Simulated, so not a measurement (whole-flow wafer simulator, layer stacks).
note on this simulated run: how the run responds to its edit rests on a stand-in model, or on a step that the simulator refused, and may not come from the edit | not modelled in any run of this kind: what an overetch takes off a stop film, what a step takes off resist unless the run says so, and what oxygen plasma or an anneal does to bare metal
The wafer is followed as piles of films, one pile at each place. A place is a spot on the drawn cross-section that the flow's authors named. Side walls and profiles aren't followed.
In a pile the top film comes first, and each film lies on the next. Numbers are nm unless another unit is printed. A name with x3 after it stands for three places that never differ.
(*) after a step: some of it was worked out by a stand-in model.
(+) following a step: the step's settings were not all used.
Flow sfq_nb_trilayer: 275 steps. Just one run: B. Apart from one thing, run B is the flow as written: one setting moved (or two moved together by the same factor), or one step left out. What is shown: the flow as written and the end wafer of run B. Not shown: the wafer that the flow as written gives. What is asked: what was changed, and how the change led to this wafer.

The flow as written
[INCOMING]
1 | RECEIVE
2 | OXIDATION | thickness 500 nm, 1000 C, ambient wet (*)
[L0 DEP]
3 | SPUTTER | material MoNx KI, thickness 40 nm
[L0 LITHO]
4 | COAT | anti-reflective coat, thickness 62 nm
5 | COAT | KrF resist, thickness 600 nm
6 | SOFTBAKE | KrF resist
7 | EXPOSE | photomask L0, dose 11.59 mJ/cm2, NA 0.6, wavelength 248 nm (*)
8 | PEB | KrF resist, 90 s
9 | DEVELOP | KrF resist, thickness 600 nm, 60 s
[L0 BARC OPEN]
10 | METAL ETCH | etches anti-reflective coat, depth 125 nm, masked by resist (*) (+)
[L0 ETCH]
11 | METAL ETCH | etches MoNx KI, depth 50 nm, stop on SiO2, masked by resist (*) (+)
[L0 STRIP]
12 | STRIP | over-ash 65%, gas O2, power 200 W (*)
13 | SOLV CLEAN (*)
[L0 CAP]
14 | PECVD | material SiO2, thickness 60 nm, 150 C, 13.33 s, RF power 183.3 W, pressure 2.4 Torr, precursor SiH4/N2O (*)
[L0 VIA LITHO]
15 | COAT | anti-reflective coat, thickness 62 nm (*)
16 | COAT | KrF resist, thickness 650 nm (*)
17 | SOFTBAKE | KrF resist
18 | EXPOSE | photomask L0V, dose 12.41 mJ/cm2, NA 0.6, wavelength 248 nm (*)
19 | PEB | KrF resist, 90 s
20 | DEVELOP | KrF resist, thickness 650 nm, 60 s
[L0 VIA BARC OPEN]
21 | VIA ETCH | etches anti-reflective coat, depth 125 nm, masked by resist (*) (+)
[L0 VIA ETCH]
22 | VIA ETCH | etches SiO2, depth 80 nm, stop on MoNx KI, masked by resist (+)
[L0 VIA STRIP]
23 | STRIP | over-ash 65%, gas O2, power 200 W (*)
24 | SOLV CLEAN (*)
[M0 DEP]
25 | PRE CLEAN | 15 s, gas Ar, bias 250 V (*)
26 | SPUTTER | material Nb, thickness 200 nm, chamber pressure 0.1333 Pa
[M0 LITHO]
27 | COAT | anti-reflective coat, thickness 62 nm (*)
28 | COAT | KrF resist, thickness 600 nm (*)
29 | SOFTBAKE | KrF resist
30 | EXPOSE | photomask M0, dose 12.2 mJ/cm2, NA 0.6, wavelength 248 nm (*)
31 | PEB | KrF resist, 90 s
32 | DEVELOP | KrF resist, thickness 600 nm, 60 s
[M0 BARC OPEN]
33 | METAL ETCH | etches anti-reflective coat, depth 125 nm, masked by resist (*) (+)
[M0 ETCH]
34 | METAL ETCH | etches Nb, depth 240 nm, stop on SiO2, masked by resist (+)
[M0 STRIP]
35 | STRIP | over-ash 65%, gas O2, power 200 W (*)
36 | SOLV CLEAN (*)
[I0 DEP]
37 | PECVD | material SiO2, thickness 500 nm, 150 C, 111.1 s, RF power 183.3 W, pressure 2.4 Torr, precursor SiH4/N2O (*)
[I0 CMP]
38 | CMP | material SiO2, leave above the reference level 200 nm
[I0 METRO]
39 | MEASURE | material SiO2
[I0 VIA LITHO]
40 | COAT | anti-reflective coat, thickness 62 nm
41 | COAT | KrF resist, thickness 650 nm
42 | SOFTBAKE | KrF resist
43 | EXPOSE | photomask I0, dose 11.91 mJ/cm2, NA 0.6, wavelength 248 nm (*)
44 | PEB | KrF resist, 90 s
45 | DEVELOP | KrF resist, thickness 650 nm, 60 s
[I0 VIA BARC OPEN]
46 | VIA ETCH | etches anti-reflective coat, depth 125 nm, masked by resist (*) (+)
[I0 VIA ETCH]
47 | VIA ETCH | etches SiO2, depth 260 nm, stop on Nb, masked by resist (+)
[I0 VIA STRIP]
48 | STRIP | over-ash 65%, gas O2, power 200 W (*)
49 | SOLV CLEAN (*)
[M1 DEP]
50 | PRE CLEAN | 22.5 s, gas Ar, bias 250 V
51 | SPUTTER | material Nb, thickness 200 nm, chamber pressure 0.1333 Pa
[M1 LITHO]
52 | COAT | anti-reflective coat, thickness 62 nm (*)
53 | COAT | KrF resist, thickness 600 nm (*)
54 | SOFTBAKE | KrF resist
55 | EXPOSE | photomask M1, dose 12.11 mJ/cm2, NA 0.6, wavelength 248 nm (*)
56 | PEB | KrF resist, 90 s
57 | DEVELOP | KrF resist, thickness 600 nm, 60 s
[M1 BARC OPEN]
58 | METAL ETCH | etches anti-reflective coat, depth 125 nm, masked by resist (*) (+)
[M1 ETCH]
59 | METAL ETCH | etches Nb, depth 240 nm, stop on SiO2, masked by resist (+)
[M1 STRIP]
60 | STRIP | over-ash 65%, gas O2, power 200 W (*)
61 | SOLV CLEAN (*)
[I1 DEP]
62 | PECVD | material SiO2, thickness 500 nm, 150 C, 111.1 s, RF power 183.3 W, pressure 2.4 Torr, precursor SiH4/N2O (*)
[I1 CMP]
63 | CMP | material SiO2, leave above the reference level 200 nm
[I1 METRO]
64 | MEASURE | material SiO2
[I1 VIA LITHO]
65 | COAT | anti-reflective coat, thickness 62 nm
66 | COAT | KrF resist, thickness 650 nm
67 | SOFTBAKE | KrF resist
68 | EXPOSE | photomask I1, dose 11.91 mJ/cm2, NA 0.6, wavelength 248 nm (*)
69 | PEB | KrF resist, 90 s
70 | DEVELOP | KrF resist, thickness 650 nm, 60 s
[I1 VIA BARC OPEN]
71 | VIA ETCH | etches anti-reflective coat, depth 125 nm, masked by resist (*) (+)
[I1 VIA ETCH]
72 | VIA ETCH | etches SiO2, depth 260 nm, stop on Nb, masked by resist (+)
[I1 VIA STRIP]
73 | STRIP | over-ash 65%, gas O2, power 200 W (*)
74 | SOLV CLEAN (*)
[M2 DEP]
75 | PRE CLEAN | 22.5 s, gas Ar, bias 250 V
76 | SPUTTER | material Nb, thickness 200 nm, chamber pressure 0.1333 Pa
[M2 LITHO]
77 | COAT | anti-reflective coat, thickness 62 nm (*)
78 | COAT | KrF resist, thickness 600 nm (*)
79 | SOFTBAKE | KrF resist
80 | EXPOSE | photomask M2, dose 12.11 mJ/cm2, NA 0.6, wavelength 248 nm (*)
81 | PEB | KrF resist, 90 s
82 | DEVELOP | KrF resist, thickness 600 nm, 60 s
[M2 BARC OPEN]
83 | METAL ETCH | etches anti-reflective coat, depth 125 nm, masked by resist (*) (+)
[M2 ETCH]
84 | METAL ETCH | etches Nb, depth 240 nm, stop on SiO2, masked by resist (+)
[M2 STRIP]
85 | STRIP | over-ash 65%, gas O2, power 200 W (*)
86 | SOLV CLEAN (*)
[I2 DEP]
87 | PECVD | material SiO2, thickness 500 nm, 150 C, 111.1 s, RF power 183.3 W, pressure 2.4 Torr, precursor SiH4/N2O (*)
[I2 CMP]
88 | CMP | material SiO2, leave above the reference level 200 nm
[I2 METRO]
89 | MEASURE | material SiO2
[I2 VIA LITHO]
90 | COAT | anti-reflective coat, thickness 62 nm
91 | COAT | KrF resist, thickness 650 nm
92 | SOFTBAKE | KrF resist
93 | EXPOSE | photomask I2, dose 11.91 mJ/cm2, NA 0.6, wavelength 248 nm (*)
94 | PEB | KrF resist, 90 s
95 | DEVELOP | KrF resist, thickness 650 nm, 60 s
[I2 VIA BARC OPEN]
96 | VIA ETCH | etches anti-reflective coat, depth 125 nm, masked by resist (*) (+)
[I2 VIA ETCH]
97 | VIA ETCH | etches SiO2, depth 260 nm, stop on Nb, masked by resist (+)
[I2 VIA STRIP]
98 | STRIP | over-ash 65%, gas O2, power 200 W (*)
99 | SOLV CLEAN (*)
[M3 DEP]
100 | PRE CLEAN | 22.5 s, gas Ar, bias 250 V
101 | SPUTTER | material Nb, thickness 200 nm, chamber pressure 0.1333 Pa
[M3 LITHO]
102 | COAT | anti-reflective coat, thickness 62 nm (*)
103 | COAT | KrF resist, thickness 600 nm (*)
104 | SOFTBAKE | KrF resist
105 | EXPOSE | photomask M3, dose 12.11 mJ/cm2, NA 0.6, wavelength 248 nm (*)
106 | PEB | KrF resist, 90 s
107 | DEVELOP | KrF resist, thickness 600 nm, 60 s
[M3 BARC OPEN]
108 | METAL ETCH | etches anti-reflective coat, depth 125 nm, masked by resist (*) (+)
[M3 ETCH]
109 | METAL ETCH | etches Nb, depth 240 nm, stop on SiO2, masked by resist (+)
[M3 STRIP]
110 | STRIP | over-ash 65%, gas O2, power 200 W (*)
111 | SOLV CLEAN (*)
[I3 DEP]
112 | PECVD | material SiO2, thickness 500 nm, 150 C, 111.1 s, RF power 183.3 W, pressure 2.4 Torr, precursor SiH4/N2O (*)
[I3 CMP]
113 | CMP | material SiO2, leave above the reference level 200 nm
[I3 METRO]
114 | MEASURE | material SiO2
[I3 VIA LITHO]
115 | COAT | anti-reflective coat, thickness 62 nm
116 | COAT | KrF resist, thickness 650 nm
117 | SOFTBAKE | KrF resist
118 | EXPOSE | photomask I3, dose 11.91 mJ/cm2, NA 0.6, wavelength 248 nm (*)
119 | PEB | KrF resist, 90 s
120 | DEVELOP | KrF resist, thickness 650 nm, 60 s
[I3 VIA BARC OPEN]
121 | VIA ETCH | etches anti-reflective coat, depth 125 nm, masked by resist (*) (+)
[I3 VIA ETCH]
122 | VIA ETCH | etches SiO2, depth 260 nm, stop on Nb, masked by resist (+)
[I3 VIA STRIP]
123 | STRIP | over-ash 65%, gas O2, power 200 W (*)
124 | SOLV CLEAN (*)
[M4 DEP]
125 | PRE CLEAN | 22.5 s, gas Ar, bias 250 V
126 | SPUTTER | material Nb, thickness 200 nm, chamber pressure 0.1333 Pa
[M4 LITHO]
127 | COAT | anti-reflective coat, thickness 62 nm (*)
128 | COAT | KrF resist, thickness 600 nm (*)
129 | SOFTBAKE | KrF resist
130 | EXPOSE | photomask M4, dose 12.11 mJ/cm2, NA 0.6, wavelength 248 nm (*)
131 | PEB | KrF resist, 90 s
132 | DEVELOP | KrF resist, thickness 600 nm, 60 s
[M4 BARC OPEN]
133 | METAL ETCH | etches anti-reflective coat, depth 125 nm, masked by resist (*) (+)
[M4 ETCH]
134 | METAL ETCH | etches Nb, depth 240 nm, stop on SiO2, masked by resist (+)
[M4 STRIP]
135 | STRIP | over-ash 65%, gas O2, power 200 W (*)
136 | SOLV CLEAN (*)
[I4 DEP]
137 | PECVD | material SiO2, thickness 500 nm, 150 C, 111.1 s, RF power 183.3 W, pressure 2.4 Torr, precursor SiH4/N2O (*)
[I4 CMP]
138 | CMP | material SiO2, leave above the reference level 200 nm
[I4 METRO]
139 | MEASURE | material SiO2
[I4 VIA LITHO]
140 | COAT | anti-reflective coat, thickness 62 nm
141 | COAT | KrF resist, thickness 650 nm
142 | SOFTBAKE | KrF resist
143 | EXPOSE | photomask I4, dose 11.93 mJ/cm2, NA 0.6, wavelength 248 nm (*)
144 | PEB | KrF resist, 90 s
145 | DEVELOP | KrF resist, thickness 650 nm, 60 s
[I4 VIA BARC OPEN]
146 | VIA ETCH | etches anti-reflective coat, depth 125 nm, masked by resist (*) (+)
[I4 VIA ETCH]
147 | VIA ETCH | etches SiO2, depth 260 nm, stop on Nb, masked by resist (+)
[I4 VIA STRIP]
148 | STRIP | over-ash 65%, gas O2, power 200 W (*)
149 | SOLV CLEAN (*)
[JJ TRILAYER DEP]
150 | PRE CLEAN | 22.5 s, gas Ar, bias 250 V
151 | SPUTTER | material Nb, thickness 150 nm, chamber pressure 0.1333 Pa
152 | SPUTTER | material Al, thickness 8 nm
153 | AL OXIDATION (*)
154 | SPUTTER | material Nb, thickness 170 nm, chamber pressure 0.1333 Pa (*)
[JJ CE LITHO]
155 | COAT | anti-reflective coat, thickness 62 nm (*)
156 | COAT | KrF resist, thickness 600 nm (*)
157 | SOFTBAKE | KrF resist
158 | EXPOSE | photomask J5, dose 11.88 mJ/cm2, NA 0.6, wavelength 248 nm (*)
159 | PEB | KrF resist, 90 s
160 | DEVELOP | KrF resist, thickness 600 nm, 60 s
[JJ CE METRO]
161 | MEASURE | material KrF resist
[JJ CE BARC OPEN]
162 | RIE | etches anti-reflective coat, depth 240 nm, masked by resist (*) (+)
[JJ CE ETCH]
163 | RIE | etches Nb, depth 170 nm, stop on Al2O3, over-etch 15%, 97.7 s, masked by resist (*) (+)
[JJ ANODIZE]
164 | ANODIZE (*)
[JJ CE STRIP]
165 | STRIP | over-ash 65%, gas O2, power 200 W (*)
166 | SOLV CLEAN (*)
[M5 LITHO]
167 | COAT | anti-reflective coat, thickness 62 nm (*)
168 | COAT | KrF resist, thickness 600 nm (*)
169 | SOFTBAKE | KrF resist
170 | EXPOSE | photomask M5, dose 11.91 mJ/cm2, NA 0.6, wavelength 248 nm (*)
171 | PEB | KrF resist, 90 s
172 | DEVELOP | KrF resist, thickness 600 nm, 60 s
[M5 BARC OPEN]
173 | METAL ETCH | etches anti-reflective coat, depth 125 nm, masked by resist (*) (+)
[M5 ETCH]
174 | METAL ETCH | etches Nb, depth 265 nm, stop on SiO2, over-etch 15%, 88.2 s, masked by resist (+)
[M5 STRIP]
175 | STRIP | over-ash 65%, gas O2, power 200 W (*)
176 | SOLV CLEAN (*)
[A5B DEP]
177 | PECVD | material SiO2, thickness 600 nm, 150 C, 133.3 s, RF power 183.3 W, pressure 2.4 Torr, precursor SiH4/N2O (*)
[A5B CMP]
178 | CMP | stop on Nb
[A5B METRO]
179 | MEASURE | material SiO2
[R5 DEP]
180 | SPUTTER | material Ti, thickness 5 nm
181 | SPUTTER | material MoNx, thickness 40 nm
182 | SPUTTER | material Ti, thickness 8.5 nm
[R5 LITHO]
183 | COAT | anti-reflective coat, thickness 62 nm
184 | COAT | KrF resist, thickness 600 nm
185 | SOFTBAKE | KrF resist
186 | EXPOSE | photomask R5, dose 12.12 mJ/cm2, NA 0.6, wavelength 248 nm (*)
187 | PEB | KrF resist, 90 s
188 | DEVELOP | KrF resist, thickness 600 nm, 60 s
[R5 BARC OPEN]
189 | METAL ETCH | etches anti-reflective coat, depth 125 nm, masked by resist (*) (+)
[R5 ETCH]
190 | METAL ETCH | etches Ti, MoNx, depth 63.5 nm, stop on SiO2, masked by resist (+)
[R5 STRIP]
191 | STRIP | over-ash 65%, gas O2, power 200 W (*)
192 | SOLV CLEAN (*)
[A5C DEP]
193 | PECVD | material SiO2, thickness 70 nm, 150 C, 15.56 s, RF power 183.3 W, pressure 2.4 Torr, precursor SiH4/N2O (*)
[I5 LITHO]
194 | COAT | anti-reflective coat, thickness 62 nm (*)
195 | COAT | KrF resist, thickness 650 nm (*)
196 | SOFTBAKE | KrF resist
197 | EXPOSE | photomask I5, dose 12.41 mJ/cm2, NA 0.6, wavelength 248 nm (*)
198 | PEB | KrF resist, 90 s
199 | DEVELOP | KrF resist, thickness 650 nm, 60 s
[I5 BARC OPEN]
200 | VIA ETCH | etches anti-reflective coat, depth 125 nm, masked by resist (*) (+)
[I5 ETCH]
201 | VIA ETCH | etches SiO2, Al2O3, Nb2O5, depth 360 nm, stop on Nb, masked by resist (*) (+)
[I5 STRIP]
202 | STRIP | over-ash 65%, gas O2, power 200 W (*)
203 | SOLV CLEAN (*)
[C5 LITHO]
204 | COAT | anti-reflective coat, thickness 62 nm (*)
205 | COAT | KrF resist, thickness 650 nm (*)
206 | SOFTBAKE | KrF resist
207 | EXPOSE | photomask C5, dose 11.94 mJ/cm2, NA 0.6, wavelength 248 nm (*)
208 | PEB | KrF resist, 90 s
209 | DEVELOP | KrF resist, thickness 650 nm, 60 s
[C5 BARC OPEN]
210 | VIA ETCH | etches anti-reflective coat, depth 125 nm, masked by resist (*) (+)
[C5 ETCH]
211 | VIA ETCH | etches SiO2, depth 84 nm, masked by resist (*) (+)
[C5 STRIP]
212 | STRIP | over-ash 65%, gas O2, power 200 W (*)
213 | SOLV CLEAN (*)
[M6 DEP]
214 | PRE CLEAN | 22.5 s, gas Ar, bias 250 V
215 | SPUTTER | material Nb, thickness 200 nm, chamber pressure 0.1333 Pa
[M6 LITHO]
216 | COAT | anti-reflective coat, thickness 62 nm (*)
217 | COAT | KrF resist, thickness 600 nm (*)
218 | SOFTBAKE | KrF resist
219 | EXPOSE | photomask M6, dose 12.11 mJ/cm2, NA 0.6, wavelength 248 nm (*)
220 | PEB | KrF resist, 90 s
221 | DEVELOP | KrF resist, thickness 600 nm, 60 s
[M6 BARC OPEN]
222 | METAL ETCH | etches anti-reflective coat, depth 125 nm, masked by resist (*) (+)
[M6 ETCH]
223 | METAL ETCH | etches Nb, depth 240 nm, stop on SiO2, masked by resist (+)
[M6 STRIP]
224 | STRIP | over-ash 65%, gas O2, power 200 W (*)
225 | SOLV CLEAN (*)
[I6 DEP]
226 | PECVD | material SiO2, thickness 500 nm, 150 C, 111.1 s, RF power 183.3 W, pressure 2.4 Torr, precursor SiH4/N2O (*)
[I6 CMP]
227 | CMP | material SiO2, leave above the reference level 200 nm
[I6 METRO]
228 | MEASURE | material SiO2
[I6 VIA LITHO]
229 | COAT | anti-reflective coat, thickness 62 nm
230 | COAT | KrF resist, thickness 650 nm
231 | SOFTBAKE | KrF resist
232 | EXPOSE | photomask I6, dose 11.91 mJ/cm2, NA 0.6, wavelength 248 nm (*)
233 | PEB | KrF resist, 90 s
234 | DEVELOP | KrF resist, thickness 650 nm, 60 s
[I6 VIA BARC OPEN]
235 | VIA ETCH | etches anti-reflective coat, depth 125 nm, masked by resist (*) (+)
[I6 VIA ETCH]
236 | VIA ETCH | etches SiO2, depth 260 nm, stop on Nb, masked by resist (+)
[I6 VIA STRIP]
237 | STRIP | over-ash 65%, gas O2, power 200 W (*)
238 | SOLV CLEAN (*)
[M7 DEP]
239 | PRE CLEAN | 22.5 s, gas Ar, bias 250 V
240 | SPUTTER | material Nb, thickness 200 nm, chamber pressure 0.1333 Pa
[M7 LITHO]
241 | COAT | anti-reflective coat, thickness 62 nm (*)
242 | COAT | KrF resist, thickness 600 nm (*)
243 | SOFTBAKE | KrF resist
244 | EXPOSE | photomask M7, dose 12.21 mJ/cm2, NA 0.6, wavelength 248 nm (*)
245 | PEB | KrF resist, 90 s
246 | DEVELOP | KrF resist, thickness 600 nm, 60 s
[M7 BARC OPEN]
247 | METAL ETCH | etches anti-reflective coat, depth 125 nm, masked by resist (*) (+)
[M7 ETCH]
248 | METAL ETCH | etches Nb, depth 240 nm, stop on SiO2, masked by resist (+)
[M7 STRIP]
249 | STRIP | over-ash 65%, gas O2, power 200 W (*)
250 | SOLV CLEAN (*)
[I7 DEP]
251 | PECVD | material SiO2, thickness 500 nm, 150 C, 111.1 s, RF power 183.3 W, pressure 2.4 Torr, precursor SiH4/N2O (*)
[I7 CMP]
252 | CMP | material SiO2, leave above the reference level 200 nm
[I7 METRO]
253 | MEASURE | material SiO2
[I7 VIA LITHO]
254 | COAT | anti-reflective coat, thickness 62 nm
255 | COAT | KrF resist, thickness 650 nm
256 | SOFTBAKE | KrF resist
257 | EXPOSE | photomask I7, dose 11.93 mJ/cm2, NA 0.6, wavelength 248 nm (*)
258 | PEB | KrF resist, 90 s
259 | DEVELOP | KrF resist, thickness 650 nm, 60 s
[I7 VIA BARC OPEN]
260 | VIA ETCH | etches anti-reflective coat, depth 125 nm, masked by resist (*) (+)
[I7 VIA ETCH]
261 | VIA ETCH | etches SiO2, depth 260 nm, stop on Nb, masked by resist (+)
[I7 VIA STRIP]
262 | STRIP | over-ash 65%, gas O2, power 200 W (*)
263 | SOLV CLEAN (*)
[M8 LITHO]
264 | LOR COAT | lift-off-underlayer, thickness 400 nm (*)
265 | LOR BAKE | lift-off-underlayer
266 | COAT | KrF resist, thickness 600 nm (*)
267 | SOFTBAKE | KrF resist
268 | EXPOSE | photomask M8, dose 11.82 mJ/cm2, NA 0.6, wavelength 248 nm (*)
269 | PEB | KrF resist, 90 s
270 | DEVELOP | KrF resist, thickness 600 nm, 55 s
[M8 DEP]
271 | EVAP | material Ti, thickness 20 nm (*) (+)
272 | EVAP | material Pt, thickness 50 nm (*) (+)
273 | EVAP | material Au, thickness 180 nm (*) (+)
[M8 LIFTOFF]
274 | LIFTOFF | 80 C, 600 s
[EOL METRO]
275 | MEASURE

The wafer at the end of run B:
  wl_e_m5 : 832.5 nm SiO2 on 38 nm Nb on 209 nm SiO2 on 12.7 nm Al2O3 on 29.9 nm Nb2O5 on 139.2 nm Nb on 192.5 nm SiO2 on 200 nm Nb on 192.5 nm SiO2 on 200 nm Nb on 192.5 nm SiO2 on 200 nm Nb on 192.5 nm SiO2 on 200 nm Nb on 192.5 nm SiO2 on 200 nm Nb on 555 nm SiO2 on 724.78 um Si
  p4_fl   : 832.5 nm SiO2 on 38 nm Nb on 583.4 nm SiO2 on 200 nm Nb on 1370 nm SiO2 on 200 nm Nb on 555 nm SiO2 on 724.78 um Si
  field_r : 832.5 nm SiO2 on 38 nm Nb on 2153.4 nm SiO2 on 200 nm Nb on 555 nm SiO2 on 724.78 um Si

Cause: step 215, SPUTTER: thickness 278 nm was run, whereas the flow has thickness 200 nm.

The path from the change to this, step by step:
  215 | SPUTTER | material Nb, thickness 200 nm, chamber pressure 0.1333 Pa
      field_l, v_sur, via_wl and 100 more: +278 Nb (new film) (it would be, as written: +200 Nb (new film))
      be: +203.7 Nb (it would be, as written: +147.3 Nb)
      (and at 2 other places as well)
  216 | COAT | anti-reflective coat, thickness 62 nm (*)
      be: +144 anti-reflective coat (new film) (it would be, as written: +136.7 anti-reflective coat (new film))
      c5j: +113 anti-reflective coat (new film) (it would be, as written: +110.7 anti-reflective coat (new film))
  223 | METAL ETCH | etches Nb, depth 240 nm, stop on SiO2, masked by resist (+)
      field_l, gap, moat and 76 more: -240 Nb (it would be, as written: -200 Nb (all of it))
  224 | STRIP | over-ash 65%, gas O2, power 200 W (*)
      be: -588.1 KrF resist (all of it), -144 anti-reflective coat (all of it) (it would be, as written: -575.8 KrF resist (all of it), -136.7 anti-reflective coat (all of it))
      c5j: -417.2 KrF resist (all of it), -113 anti-reflective coat (all of it) (it would be, as written: -418.3 KrF resist (all of it), -110.7 anti-reflective coat (all of it))
  226 | PECVD | material SiO2, thickness 500 nm, 150 C, 111.1 s, RF power 183.3 W, pressure 2.4 Torr, precursor SiH4/N2O (*)
      field_l, p4_fl, p4_fm and 62 more: +500 SiO2 (new film) (it would be, as written: +500 SiO2)
      moat, field_r, lsp_l, ln_m5, lsp_m: +492.3 SiO2 (new film) (it would be, as written: +493.6 SiO2)
      (and at 10 other places as well)
  227 | CMP | material SiO2, leave above the reference level 200 nm
      field_l, p4_fl, p4_fm and 59 more: -60 SiO2 (it would be, as written: -100 SiO2)
      moat, field_r, lsp_l, ln_m5, lsp_m: -52.3 SiO2 (it would be, as written: -93.6 SiO2)
      (and at 9 other places as well)
If metal films that touch count as one body, wl_e_m5 has 7 bodies (between them, from the top down: SiO2 209 / Al2O3 12.7 / Nb2O5 29.9; SiO2 192.5; SiO2 192.5; SiO2 192.5; SiO2 192.5; SiO2 192.5); the flow as written gives 6 bodies (between them, from the top down: SiO2 192.5; SiO2 192.5; SiO2 192.5; SiO2 192.5; SiO2 192.5).
If metal films that touch count as one body, p4_fl has 3 bodies (between them, from the top down: SiO2 583.4; SiO2 1370); the flow as written gives 2 bodies (between them, from the top down: SiO2 1370).
If metal films that touch count as one body, field_r has 2 bodies (between them, from the top down: SiO2 2153.4); the flow as written gives 1 body.
